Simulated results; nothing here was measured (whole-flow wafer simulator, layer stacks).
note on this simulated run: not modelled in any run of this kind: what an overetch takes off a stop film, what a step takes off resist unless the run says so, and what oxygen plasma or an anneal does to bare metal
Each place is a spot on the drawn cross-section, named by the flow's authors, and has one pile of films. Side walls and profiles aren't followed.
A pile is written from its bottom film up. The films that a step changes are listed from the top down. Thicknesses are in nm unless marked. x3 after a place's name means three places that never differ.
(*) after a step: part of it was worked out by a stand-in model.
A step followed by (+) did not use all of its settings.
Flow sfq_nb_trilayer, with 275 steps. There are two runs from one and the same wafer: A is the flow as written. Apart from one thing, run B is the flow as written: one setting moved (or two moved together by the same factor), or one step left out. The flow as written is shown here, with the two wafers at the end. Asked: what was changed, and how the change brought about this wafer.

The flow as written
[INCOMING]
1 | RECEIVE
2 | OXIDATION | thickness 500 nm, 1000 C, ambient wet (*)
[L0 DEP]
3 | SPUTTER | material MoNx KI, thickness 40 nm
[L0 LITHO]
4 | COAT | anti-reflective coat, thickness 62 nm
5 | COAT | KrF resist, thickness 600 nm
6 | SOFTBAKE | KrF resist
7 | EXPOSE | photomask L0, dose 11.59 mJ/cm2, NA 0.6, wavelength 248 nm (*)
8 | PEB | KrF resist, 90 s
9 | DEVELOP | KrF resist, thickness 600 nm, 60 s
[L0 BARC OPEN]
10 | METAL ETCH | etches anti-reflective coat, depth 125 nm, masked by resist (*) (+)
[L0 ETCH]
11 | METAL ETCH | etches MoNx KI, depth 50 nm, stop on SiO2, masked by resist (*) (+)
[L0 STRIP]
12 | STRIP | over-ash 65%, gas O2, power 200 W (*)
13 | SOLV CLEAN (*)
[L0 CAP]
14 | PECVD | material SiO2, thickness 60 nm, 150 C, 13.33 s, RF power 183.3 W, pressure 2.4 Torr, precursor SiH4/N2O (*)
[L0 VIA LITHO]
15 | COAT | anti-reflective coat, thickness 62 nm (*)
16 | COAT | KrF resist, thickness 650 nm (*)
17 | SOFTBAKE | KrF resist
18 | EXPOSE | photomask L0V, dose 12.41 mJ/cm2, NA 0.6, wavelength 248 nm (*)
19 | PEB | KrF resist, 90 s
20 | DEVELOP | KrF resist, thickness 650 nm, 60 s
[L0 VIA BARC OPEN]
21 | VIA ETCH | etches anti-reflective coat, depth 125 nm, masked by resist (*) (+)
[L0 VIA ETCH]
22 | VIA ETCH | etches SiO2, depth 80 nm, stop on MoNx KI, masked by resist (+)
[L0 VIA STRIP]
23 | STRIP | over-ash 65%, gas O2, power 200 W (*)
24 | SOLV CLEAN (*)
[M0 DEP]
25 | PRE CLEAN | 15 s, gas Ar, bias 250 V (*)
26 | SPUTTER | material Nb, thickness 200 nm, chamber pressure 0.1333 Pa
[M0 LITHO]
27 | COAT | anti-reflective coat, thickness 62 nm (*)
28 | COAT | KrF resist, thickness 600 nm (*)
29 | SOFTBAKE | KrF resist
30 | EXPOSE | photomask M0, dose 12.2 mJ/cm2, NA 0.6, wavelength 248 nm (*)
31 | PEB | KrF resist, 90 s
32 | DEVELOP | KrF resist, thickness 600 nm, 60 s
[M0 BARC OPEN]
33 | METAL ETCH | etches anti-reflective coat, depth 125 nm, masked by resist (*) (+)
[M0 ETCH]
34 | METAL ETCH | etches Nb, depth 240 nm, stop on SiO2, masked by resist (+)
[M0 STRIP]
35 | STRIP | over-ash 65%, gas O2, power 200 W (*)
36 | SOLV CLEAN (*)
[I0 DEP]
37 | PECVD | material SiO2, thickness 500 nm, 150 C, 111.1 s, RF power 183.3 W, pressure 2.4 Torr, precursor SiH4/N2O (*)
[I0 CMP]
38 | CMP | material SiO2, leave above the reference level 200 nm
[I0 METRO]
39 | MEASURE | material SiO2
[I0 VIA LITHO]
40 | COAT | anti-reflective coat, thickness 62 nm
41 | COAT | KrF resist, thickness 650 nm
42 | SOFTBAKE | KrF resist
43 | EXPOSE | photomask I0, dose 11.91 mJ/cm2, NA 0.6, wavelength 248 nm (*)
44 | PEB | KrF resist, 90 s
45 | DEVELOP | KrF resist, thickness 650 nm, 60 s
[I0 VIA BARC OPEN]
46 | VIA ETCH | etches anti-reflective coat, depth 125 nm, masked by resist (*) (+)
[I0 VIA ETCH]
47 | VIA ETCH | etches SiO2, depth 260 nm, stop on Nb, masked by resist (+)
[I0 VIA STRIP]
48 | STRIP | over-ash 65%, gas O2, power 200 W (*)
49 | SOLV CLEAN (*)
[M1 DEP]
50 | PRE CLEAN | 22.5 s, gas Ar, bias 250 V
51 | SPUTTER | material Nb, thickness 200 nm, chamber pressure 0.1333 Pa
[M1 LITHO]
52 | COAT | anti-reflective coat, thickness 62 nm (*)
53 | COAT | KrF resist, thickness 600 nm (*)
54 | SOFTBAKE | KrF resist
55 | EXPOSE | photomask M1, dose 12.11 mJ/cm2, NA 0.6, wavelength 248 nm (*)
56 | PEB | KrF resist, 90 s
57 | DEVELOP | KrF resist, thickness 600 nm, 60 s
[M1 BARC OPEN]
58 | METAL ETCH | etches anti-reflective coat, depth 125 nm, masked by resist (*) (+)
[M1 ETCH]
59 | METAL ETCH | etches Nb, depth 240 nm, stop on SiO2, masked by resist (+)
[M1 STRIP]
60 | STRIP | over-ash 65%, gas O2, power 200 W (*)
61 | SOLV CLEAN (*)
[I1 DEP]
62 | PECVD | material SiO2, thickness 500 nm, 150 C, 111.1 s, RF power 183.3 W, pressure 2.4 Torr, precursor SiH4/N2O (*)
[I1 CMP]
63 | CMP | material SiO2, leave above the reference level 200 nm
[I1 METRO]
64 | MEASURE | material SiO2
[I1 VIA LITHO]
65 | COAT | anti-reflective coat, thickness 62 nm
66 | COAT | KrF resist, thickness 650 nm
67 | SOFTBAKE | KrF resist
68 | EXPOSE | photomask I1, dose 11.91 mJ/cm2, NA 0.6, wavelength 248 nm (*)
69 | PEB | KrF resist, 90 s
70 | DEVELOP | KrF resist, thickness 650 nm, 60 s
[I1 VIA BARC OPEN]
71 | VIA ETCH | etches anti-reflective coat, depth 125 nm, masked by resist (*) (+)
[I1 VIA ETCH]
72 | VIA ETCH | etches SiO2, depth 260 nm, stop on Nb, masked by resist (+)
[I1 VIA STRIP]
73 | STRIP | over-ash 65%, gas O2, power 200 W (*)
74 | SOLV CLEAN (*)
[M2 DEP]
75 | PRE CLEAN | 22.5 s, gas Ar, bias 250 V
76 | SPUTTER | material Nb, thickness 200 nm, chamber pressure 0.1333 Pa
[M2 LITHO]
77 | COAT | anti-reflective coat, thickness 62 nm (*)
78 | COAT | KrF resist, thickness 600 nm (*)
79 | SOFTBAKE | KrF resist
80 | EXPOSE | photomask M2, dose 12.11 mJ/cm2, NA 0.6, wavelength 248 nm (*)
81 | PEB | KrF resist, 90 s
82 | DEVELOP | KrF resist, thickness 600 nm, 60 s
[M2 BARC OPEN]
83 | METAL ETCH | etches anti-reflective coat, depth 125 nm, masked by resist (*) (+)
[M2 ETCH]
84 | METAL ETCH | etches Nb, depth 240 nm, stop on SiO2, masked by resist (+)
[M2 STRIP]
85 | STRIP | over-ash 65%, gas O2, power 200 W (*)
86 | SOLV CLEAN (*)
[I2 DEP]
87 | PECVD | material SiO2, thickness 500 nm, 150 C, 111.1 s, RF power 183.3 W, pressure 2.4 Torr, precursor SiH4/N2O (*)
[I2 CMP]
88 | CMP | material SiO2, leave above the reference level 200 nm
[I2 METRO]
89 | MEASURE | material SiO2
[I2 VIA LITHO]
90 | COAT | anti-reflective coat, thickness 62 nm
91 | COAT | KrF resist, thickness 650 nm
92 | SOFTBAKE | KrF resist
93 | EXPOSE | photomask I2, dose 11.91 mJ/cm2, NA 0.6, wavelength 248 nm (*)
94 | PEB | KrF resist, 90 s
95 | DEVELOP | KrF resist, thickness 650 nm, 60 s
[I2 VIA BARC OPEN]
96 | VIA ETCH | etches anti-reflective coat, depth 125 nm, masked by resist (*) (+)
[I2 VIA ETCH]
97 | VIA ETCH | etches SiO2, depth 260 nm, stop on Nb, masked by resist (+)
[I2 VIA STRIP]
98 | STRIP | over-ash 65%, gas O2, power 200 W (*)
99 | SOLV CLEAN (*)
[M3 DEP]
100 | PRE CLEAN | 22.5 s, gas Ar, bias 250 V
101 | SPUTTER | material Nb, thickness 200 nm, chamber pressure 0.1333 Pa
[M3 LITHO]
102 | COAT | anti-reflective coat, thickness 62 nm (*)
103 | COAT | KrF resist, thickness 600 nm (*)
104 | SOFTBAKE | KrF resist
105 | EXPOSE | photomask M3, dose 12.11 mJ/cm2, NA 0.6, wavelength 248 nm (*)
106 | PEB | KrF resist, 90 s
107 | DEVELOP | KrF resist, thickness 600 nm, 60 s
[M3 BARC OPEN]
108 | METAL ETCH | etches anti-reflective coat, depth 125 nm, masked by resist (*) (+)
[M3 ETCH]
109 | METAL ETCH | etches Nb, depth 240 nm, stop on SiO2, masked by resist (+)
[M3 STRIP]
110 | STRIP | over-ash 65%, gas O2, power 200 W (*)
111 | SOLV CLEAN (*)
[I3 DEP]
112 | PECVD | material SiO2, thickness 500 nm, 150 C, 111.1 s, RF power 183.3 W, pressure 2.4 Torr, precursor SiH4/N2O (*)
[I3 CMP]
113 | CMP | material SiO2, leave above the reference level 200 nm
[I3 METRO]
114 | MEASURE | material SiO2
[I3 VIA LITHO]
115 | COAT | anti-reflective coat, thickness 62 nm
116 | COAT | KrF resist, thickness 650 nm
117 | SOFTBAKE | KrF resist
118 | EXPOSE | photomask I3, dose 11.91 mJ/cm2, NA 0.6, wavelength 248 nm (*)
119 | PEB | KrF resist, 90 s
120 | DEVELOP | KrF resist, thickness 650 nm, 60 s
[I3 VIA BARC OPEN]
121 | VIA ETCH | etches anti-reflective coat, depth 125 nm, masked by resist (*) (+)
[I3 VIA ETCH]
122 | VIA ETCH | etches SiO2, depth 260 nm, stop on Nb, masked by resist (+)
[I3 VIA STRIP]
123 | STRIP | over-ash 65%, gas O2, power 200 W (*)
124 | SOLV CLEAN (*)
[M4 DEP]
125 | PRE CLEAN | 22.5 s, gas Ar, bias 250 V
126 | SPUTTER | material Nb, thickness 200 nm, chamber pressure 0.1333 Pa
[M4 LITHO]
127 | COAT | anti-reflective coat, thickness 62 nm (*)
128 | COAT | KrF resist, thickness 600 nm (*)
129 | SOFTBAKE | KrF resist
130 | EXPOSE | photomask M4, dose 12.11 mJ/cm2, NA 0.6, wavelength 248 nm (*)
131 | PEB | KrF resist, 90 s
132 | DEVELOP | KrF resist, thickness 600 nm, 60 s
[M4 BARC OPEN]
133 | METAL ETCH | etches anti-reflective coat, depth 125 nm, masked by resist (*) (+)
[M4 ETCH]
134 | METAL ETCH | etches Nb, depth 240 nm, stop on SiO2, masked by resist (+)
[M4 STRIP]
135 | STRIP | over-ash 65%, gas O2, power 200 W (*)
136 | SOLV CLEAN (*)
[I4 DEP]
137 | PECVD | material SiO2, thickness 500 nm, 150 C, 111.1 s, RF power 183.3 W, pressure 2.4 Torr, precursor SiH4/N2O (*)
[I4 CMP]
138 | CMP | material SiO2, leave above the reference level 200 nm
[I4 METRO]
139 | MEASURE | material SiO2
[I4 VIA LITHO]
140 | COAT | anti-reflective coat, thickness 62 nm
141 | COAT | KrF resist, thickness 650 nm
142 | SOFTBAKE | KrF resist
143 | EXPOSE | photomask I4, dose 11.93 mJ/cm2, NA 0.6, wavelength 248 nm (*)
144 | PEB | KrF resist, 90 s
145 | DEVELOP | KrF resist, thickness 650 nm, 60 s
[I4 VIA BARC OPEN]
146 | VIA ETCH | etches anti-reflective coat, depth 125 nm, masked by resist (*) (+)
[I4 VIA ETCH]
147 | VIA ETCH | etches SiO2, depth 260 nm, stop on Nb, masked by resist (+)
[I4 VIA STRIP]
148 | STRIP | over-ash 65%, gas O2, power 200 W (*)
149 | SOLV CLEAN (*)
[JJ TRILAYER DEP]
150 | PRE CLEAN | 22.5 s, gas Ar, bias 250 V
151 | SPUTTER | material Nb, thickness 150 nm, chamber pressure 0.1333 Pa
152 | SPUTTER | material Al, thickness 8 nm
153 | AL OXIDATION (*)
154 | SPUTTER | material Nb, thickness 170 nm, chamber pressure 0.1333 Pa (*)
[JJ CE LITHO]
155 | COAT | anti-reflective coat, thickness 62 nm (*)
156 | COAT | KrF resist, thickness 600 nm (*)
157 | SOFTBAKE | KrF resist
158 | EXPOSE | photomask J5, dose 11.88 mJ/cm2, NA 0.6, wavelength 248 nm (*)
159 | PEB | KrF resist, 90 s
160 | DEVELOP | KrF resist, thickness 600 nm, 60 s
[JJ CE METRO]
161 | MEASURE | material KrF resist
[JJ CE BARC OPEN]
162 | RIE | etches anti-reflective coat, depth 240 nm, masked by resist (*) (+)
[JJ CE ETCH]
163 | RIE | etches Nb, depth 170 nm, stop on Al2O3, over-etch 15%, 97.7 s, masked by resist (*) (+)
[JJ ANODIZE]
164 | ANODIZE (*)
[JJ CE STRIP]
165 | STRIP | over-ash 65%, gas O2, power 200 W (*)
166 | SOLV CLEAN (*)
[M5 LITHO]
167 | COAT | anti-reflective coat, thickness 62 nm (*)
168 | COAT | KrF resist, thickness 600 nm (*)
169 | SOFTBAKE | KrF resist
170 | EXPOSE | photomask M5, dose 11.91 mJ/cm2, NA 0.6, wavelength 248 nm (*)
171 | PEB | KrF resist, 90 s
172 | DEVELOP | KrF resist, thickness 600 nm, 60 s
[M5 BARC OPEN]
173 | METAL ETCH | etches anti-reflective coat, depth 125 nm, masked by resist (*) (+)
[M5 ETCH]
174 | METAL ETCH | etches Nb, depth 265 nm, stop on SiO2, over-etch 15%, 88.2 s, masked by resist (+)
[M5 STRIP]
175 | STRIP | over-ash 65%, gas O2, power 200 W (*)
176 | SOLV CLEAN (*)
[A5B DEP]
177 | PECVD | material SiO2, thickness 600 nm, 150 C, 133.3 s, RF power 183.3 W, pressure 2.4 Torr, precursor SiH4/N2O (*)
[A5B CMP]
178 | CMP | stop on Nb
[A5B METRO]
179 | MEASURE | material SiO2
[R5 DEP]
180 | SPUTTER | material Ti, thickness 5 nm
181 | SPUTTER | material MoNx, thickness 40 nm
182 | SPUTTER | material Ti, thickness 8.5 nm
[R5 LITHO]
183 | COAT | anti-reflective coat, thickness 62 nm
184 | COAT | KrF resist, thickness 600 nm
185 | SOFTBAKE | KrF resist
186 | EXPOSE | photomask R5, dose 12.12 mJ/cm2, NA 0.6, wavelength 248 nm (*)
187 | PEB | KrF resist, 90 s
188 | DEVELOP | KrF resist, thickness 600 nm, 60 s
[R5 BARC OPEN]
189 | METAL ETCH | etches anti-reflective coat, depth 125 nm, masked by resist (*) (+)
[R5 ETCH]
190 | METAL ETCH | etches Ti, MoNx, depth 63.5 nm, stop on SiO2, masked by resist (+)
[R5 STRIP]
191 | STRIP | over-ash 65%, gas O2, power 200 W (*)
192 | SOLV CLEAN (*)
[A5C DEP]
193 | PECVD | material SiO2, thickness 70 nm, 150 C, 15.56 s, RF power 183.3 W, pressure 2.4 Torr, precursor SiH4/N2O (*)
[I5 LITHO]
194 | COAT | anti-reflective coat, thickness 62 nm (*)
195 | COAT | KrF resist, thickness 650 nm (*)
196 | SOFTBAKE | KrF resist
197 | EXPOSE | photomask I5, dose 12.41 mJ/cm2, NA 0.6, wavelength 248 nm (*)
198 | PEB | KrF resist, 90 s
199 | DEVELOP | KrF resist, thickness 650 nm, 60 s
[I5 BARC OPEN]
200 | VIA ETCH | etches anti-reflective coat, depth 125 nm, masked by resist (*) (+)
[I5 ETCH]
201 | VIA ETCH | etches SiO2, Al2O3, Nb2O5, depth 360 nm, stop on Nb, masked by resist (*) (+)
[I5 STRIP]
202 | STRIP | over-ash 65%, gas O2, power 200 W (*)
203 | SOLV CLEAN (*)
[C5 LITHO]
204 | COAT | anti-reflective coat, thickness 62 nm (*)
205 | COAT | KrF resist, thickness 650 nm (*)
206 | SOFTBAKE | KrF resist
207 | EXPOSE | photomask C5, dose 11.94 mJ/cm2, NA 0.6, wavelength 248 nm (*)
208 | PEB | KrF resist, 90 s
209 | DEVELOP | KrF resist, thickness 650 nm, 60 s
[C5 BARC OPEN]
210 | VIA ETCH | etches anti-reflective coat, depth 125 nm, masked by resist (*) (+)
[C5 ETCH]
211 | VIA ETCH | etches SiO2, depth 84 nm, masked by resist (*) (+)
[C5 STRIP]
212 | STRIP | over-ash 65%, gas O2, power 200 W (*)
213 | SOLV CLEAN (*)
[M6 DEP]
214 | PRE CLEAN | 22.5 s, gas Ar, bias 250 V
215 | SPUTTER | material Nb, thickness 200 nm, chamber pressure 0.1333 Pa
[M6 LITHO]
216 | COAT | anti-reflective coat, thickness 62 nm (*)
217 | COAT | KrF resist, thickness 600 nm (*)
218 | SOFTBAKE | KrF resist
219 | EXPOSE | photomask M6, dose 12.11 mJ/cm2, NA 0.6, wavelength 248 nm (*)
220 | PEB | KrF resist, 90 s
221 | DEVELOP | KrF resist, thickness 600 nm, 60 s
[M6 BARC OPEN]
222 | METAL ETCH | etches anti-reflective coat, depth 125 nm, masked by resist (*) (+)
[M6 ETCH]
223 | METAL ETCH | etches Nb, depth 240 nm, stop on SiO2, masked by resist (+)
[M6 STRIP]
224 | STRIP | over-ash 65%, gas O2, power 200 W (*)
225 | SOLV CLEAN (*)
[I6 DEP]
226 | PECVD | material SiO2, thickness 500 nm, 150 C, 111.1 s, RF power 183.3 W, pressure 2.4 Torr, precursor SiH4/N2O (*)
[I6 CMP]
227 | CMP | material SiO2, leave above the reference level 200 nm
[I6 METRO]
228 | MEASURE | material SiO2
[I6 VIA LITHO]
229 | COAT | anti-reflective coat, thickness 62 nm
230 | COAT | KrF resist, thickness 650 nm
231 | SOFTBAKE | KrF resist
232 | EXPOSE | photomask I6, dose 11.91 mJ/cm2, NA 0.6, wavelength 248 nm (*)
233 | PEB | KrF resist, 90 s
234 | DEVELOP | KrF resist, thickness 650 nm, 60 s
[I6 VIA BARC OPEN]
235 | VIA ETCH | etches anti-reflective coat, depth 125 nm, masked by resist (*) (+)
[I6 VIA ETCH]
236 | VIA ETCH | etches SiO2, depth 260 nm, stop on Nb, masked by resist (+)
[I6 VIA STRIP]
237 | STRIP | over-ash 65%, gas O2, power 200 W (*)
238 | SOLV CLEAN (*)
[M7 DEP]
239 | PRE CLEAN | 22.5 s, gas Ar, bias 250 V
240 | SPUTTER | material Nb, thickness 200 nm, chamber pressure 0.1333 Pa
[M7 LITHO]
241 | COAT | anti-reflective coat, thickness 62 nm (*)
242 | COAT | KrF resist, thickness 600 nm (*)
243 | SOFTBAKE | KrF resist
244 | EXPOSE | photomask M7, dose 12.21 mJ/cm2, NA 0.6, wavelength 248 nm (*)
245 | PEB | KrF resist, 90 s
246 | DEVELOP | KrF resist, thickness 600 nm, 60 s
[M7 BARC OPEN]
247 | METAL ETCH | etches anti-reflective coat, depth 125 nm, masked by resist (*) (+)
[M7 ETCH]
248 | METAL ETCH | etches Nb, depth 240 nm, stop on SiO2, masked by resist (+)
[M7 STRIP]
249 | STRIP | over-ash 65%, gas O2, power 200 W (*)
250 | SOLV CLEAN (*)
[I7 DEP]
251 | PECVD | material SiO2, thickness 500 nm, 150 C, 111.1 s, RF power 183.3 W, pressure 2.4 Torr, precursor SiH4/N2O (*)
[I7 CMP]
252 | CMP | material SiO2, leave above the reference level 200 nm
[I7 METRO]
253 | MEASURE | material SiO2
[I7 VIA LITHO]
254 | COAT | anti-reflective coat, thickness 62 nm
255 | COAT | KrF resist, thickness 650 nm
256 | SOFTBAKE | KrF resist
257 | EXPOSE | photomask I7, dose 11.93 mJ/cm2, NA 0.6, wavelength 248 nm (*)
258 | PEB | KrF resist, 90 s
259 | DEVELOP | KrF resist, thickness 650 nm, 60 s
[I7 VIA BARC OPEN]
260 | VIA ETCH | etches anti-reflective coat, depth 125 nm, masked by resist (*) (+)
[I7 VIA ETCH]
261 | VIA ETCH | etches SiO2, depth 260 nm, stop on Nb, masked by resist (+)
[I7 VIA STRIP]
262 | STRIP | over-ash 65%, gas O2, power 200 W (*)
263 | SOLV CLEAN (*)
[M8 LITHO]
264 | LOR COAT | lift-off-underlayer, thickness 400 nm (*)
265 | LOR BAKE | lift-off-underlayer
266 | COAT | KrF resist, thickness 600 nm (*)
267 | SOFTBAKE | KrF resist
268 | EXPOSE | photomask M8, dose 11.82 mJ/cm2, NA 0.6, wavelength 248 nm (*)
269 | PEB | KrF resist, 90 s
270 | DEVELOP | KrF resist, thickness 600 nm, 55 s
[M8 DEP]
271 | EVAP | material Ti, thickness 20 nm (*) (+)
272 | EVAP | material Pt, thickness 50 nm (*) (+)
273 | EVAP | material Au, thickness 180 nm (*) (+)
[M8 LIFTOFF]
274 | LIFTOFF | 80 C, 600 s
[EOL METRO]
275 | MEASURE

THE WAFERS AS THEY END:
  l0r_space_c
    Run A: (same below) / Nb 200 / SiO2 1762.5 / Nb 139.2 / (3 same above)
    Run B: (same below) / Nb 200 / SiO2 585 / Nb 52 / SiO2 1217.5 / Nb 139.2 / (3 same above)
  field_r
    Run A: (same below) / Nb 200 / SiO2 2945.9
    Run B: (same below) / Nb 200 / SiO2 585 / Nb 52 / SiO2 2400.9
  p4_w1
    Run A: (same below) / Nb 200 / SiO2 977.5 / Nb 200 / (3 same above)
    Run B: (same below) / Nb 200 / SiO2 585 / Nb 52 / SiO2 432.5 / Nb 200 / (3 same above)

The reason: step 76, SPUTTER: thickness 292 nm was run, whereas the flow has thickness 200 nm.

Step by step, how the change led to this:
  76 | SPUTTER | material Nb, thickness 200 nm, chamber pressure 0.1333 Pa
      field_l, v_sur, via_wl and 102 more: A +200 Nb (new film) | B +292 Nb (new film)
      via_v: A +174.5 Nb | B +256.2 Nb
  84 | METAL ETCH | etches Nb, depth 240 nm, stop on SiO2, masked by resist (+)
      field_l, be, be_sur and 81 more: A -200 Nb (all of it) | B -240 Nb
  87 | PECVD | material SiO2, thickness 500 nm, 150 C, 111.1 s, RF power 183.3 W, pressure 2.4 Torr, precursor SiH4/N2O (*)
      field_l, be, be_sur and 81 more: A +500 SiO2 | B +500 SiO2 (new film)
      via_v: A +606 SiO2 (new film) | B +591.8 SiO2 (new film)
  88 | CMP | material SiO2, leave above the reference level 200 nm
      field_l, be, be_sur and 81 more: A -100 SiO2 | B -60 SiO2
      via_v: A -181.6 SiO2 | B -157.1 SiO2
If metal films that touch count as one body, l0r_space_c has 3 bodies (between them, from the top down: SiO2 1217.5; SiO2 585); the flow as written gives 2 bodies (between them, from the top down: SiO2 1762.5).
If metal films that touch count as one body, field_r has 2 bodies (between them, from the top down: SiO2 585); the flow as written gives 1 body.
If metal films that touch count as one body, p4_w1 has 4 bodies (between them, from the top down: SiO2 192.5; SiO2 432.5; SiO2 585); the flow as written gives 3 bodies (between them, from the top down: SiO2 192.5; SiO2 977.5).
